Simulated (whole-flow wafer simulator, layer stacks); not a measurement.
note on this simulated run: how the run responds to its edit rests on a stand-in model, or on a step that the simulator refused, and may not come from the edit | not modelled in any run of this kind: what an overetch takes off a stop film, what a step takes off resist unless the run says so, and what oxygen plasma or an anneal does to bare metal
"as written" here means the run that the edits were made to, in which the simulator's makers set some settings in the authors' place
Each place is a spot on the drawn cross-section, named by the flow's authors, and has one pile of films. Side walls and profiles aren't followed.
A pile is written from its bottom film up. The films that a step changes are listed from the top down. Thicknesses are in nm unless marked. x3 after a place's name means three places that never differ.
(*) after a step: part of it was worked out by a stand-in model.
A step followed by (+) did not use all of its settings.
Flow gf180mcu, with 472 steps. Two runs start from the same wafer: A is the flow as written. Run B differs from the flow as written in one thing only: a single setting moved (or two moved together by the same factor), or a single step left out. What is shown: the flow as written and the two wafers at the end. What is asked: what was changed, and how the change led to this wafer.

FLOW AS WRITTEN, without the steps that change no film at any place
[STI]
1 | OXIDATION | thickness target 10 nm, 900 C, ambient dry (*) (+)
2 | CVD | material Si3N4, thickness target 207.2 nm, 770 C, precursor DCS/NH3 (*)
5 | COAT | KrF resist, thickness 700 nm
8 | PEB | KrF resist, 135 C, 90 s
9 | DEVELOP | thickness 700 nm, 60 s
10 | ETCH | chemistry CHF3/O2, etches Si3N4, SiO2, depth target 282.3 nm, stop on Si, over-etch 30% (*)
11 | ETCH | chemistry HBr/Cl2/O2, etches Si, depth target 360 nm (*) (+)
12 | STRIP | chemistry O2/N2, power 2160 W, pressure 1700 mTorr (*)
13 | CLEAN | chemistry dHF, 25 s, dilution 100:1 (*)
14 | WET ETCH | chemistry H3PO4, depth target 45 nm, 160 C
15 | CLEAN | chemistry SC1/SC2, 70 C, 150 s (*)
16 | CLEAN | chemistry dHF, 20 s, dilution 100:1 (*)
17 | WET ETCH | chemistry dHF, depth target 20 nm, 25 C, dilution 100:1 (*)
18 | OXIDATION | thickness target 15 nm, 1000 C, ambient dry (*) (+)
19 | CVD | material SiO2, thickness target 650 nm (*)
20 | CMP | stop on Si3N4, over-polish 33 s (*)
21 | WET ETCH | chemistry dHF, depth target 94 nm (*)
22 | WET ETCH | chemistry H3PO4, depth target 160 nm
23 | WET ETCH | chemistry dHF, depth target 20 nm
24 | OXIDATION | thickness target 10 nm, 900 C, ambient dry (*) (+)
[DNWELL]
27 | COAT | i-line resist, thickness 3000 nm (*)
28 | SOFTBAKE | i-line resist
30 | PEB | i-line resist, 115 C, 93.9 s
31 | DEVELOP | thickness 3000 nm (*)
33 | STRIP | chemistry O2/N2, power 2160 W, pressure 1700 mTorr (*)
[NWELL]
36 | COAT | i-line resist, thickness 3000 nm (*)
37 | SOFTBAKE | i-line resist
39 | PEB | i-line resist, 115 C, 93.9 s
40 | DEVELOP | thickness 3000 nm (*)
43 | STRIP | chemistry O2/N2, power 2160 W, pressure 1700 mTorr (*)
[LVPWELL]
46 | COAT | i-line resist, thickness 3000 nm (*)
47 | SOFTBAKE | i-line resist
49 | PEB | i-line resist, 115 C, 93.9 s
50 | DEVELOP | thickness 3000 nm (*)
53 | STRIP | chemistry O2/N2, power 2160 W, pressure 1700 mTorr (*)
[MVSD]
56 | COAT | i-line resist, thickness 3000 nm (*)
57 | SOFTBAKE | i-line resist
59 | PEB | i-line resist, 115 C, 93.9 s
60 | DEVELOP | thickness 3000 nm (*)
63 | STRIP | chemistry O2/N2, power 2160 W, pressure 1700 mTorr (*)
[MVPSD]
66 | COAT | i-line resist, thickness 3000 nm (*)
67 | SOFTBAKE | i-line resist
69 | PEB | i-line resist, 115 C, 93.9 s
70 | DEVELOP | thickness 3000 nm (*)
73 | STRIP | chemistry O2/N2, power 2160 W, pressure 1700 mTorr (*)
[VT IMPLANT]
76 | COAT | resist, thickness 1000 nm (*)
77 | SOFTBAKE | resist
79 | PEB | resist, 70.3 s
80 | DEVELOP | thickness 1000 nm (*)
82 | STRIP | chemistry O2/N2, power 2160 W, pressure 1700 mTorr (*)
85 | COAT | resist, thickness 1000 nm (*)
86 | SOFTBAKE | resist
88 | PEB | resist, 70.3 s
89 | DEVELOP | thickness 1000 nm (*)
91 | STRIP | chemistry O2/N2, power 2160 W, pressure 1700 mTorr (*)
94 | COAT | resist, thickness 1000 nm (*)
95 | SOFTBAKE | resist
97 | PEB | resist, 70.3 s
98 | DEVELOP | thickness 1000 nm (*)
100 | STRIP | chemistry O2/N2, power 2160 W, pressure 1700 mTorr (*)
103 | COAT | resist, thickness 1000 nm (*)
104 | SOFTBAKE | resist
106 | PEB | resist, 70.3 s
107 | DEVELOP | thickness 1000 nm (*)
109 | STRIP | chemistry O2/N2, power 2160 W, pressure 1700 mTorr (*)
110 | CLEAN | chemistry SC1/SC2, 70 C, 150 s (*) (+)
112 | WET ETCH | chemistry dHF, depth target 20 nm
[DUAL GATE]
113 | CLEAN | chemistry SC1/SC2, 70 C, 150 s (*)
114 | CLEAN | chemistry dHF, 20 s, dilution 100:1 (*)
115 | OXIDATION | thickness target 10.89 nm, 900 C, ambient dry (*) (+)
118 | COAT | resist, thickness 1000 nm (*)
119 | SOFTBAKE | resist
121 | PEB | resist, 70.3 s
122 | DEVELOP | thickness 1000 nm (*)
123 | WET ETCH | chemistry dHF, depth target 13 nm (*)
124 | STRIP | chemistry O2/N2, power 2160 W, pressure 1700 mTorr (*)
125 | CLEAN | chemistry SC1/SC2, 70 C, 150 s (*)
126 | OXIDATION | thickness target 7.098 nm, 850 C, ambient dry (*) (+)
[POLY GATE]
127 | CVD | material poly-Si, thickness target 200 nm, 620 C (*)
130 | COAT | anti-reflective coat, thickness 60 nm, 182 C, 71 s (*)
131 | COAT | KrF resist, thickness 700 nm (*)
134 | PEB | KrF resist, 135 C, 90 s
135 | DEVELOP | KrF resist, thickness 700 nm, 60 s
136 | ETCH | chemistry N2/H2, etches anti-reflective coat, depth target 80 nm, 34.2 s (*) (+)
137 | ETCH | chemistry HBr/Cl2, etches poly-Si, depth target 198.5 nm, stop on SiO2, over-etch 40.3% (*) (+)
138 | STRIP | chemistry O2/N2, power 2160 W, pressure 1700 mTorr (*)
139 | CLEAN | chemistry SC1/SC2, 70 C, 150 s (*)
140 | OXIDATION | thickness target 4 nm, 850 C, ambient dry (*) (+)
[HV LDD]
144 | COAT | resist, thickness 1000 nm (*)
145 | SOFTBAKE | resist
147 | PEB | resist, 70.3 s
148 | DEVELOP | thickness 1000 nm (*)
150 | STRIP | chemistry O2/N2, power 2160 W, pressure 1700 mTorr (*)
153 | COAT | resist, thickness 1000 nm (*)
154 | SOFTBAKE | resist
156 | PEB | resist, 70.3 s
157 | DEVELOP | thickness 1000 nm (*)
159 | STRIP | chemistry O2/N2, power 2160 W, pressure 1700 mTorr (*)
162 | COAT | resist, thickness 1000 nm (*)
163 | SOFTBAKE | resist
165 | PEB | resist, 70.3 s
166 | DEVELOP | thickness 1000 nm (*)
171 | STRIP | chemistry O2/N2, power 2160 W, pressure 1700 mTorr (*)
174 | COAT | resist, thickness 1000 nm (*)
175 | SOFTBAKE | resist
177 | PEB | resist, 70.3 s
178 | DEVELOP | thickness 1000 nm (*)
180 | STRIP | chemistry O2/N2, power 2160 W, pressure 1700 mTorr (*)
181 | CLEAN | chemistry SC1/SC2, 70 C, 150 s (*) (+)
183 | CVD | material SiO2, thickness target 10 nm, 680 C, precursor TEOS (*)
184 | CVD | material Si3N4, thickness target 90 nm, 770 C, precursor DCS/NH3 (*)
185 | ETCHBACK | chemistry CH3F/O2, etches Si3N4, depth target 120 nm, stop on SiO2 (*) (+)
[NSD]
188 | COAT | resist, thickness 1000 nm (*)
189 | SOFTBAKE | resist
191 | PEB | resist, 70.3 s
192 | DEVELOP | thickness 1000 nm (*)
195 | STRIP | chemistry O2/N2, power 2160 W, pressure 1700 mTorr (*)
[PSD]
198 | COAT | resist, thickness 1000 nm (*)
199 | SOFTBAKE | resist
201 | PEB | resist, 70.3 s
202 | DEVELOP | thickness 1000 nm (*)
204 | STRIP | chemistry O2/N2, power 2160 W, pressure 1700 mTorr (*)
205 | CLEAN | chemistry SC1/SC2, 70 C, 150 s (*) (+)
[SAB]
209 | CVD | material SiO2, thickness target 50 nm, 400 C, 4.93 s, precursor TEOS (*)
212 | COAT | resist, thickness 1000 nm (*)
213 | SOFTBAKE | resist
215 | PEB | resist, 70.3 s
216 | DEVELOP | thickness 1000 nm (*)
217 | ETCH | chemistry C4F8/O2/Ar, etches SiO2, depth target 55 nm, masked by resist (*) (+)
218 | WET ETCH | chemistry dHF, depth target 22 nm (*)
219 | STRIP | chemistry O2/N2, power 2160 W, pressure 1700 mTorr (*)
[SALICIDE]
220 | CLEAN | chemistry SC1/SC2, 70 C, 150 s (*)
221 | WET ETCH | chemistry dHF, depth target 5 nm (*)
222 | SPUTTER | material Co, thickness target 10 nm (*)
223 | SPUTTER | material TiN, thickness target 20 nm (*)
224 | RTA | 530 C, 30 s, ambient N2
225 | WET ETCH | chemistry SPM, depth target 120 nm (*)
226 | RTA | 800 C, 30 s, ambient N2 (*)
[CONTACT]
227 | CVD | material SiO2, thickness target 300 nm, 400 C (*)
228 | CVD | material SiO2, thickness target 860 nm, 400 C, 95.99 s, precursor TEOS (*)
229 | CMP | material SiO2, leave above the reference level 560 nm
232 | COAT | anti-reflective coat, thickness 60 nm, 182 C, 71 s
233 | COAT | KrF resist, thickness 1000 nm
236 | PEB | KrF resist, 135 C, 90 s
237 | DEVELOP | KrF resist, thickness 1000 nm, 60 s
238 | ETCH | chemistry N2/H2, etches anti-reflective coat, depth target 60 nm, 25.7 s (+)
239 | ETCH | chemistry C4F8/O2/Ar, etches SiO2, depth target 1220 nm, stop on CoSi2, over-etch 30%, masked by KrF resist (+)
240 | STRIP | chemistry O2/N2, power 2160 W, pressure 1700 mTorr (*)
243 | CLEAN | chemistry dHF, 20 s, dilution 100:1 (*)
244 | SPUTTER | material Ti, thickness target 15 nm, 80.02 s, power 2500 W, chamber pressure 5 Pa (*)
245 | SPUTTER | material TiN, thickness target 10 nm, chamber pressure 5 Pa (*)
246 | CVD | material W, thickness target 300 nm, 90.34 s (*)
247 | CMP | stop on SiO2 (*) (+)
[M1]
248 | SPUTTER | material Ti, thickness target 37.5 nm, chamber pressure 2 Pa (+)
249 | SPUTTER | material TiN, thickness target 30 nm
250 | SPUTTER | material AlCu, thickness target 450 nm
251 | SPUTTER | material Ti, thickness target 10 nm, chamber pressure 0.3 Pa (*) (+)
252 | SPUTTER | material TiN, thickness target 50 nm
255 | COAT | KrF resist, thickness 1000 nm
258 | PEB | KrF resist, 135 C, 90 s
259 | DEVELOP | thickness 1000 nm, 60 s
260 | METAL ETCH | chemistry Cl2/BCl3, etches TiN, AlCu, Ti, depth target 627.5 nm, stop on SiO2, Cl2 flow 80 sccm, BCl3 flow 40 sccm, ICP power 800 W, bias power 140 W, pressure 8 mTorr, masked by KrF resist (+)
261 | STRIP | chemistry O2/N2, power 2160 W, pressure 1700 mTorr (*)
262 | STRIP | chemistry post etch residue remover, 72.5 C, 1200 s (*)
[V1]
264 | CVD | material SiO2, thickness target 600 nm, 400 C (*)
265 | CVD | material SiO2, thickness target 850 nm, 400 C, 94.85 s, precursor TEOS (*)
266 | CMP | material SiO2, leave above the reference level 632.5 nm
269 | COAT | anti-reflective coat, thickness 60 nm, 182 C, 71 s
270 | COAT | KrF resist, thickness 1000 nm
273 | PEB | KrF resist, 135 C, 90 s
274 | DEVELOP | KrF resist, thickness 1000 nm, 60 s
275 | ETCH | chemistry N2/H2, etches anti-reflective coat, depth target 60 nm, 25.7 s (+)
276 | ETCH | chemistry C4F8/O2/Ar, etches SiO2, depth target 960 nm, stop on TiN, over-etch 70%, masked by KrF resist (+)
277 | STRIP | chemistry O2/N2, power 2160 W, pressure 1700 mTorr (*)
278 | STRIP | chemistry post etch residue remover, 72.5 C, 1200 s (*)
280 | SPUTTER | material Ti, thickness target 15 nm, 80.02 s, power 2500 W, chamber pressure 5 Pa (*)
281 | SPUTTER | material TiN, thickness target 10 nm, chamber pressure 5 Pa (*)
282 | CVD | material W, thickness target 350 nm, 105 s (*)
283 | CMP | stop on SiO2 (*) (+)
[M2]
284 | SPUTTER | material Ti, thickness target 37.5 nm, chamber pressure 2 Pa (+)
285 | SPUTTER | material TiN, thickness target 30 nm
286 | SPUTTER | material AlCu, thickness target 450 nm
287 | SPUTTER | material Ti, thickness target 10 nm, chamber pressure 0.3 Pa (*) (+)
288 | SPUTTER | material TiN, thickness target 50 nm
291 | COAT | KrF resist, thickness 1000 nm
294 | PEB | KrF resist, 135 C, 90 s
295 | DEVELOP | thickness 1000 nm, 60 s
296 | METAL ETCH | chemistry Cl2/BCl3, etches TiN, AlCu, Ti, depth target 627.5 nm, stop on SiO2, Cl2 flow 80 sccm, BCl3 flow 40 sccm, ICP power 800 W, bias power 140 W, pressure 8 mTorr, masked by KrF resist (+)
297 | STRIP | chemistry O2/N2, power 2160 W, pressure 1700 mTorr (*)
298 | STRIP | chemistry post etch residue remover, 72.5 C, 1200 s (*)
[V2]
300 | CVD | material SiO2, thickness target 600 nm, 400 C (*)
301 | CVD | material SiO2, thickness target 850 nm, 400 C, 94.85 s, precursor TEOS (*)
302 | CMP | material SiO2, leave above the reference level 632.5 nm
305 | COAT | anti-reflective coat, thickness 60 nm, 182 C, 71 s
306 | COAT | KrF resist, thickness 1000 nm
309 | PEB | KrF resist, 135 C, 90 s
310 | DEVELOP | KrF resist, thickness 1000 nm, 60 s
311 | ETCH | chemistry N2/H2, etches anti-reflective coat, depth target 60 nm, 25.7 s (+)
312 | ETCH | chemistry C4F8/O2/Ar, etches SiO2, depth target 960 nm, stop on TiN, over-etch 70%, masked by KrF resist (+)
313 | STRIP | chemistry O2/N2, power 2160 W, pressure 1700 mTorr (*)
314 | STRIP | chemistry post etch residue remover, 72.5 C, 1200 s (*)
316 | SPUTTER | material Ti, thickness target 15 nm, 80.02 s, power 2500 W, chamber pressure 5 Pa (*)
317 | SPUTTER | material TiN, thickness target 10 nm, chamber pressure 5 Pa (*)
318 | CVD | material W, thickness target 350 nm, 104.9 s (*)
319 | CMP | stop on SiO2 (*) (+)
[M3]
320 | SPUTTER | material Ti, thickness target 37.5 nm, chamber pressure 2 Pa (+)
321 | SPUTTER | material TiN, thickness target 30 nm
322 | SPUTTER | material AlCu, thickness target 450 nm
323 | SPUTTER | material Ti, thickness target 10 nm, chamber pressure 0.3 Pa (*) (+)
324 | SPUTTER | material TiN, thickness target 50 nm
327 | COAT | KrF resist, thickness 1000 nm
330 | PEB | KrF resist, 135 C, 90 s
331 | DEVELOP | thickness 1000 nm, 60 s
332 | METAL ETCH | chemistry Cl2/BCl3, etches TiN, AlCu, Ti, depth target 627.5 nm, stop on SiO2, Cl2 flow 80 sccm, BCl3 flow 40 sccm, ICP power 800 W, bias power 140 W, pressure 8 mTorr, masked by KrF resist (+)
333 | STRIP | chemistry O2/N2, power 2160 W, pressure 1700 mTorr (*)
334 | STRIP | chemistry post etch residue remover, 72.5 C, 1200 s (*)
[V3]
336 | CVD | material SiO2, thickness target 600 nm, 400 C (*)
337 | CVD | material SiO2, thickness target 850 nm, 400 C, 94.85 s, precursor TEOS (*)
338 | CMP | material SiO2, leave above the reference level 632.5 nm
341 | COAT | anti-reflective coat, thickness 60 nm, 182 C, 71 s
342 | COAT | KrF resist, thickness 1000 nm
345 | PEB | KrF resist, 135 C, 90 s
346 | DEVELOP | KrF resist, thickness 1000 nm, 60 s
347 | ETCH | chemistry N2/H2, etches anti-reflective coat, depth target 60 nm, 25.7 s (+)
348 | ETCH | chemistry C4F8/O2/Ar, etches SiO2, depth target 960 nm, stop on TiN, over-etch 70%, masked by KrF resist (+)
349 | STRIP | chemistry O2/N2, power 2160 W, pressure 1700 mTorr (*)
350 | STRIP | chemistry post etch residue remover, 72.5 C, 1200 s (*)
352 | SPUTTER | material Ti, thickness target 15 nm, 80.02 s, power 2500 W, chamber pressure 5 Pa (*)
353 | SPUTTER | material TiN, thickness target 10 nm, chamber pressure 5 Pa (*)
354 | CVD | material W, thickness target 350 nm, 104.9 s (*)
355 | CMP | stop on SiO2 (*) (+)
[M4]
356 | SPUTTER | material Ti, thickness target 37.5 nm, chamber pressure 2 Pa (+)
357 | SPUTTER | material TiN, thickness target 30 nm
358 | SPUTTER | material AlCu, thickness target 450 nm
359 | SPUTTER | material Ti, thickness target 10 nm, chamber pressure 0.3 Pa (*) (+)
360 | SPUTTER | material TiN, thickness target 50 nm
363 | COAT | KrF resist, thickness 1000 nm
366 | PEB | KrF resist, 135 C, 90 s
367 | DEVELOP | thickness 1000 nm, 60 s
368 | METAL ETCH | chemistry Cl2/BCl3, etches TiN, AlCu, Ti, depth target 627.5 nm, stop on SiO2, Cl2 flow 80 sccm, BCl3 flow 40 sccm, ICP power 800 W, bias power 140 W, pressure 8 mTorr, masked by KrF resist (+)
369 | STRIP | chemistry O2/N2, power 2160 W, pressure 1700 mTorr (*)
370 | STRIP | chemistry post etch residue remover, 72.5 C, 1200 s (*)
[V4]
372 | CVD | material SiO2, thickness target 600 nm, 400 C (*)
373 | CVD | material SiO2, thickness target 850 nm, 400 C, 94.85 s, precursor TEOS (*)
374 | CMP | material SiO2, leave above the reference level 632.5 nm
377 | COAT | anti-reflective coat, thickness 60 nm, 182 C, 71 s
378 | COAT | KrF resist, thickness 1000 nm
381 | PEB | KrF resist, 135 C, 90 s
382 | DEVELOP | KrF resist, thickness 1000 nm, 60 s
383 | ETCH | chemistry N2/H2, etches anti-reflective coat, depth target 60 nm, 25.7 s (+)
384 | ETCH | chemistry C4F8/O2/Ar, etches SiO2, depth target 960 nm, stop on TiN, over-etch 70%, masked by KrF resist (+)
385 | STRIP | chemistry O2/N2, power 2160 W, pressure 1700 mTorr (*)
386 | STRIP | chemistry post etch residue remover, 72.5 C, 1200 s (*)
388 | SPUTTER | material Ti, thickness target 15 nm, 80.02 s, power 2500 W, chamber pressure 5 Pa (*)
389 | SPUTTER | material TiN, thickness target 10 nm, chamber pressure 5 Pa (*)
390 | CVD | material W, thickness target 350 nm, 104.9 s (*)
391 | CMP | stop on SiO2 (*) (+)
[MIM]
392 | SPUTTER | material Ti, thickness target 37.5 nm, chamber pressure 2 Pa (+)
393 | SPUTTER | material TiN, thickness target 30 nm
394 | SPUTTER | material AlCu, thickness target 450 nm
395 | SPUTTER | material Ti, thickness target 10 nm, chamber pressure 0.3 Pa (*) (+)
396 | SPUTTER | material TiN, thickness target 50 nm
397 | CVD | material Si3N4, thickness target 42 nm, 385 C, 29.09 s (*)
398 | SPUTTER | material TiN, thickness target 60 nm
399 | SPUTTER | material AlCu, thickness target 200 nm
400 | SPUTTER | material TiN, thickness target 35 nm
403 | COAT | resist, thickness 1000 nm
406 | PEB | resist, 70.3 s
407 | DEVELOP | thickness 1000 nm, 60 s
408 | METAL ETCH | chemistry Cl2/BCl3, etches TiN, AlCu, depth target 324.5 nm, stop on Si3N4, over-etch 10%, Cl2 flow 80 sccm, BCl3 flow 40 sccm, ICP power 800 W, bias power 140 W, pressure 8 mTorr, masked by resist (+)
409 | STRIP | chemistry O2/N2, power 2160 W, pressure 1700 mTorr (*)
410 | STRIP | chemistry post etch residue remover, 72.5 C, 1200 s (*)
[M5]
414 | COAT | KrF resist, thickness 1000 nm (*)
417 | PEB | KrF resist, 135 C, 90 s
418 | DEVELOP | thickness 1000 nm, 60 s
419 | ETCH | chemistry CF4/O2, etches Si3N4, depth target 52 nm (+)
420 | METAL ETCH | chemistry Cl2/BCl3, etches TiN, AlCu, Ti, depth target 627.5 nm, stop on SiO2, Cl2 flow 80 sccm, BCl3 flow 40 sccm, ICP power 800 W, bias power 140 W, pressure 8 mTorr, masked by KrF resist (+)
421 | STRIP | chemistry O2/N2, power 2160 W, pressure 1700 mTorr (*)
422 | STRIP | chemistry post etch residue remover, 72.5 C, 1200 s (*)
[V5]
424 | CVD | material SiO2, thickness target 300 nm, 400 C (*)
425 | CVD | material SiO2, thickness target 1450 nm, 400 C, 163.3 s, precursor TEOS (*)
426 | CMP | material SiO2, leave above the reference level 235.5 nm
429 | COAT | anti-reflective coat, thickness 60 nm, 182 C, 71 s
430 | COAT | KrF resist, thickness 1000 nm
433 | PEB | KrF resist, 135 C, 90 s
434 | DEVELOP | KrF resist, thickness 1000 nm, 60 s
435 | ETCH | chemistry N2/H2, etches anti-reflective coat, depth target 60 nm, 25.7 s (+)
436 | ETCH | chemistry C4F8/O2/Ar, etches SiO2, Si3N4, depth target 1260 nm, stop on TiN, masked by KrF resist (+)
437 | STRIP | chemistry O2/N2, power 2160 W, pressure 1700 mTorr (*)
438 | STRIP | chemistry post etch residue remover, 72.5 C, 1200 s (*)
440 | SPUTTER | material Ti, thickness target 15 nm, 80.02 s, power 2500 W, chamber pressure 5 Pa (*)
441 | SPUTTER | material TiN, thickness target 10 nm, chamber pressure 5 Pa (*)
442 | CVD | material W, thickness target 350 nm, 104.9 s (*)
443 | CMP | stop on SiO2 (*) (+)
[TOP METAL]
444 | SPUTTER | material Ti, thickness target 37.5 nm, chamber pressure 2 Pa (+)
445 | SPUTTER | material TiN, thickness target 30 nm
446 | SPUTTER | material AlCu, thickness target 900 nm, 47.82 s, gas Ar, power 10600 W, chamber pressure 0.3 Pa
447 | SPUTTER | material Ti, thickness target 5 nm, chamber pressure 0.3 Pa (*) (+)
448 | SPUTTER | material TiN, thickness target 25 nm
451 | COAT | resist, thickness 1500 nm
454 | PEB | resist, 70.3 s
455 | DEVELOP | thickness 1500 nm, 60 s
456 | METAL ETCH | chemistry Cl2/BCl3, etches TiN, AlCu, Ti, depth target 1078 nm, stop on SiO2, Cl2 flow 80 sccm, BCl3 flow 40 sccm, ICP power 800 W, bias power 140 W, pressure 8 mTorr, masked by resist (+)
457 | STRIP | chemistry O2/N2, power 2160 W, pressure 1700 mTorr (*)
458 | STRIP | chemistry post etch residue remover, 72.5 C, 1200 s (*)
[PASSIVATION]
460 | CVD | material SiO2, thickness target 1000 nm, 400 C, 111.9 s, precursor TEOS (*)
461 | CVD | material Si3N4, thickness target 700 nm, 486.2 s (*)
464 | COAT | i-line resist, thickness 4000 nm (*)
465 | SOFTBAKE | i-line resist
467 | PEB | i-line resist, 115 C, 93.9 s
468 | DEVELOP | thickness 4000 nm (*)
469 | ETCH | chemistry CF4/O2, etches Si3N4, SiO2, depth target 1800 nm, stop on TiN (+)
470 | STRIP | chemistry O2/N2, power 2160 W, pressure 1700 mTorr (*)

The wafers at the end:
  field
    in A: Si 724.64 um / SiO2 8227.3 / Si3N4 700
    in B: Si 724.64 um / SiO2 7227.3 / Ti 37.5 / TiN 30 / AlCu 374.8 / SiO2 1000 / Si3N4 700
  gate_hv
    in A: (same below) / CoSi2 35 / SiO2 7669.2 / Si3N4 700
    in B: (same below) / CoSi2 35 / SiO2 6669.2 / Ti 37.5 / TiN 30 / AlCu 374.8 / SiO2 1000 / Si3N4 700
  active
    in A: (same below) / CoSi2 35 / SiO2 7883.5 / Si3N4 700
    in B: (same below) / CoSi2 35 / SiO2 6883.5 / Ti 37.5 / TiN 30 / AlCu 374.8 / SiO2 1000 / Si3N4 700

What caused this: step 456, METAL ETCH: depth target 549.5 nm was run, while the flow as written has depth target 1078 nm.

Step by step, how the change led to this:
  456 | METAL ETCH | chemistry Cl2/BCl3, etches TiN, AlCu, Ti, depth target 1078 nm, stop on SiO2, Cl2 flow 80 sccm, BCl3 flow 40 sccm, ICP power 800 W, bias power 140 W, pressure 8 mTorr, masked by resist (+)
      field, field__w1, field__w2 and 103 more: A TiN loses 25 (all of it), Ti loses 5 (all of it), AlCu loses 900 (all of it), TiN loses 30 (all of it), Ti loses 37.5 (all of it) | B TiN loses 25 (all of it), Ti loses 5 (all of it), AlCu loses 519.5
      field__w8, contact, m1, m1__w1, pad, m1_nw: A resist loses 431 | B resist loses 219.8
  457 | STRIP | chemistry O2/N2, power 2160 W, pressure 1700 mTorr (*)
      field__w8, contact, m1, m1__w1, pad, m1_nw: A resist loses 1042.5 (all of it) | B resist loses 1253.7 (all of it)
  458 | STRIP | chemistry post etch residue remover, 72.5 C, 1200 s (*)
      field, field__w1, field__w2 and 103 more: A nothing | B AlCu loses 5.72
  460 | CVD | material SiO2, thickness target 1000 nm, 400 C, 111.9 s, precursor TEOS (*)
      field, field__w1, field__w2 and 103 more: A SiO2 gains 1000 | B SiO2 gains 1000 (new film)
  464 | COAT | i-line resist, thickness 4000 nm (*)
      field: A i-line resist gains 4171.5 (new film) | B i-line resist gains 4081.8 (new film)
      field__w8: A i-line resist gains 3093.1 (new film) | B i-line resist gains 3488.7 (new film)
      (and at 7 other places as well)
  465 | SOFTBAKE | i-line resist
      gate: A i-line resist gains 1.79 | B i-line resist loses 1.04
      field__w11, field__w13: A i-line resist gains 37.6 | B i-line resist gains 17.1
      (and at 66 other places as well)
  467 | PEB | i-line resist, 115 C, 93.9 s
      field__w8, m1__w1: A i-line resist loses 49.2 | B i-line resist loses 57.3
      contact, m1: A i-line resist loses 49.6 | B i-line resist loses 57.5
      (and at 2 other places as well)
  468 | DEVELOP | thickness 4000 nm (*)
      pad: A i-line resist loses 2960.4 (all of it) | B i-line resist loses 3391.3 (all of it)
  470 | STRIP | chemistry O2/N2, power 2160 W, pressure 1700 mTorr (*)
      field__w8, m1__w1: A i-line resist loses 1775.9 (all of it) | B i-line resist loses 2199.9 (all of it)
      contact: A i-line resist loses 1798.3 (all of it) | B i-line resist loses 2209.5 (all of it)
      (and at 2 other places as well)
Taking metal films that touch as one body, field has 1 body; the flow as written gives 0 bodies.
Taking metal films that touch as one body, gate_hv has 2 bodies (between them, from the top down: SiO2 6669.2); the flow as written gives 1 body.
Taking metal films that touch as one body, active has 2 bodies (between them, from the top down: SiO2 6883.5); the flow as written gives 1 body.
